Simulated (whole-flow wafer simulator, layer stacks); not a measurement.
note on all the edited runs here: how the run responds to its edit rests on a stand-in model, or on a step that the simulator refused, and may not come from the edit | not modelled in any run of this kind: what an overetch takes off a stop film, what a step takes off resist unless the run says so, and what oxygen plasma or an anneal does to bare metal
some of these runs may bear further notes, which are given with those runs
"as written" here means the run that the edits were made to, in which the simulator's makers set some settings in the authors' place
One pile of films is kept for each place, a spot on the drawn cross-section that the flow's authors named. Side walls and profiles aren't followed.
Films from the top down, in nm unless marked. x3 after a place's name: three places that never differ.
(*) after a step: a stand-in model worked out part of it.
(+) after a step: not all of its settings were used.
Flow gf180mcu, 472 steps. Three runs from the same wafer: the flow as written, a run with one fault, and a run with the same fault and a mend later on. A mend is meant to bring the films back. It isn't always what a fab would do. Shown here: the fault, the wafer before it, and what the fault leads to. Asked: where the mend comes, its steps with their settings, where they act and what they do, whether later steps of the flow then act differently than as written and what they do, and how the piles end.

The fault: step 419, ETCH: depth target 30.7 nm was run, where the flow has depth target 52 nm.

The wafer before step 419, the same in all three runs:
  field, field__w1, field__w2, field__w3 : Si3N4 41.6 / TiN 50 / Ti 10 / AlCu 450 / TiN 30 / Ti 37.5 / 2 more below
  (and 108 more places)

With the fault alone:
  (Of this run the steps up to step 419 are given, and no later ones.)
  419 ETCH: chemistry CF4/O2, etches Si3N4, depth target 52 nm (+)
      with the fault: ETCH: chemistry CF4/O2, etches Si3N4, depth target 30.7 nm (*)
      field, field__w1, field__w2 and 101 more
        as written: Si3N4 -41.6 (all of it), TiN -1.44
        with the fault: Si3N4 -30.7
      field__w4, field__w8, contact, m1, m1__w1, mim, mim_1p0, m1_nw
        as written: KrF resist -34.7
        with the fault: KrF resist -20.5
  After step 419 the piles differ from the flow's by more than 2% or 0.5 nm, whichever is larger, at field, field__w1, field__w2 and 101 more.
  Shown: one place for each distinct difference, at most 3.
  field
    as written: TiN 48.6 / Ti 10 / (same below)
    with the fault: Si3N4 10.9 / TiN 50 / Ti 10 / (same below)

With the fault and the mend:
  The mend comes after step 419.
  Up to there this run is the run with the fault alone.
  419a ETCH: chemistry CF4/O2, etches Si3N4, depth target 21.3 nm (*) (+) (the flow's step 419 once more, with other settings)
      field, field__w1, field__w2 and 101 more
        Si3N4 -10.9 (all of it), TiN -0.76
      field__w4, field__w8, contact, m1, m1__w1, mim, mim_1p0, m1_nw
        KrF resist -10.9
  No later step of the flow acts differently than as written, at any place that is followed, by more than 2% or 0.5 nm, whichever is larger.
  At the end the piles are the same as the flow's at every place that both follow.
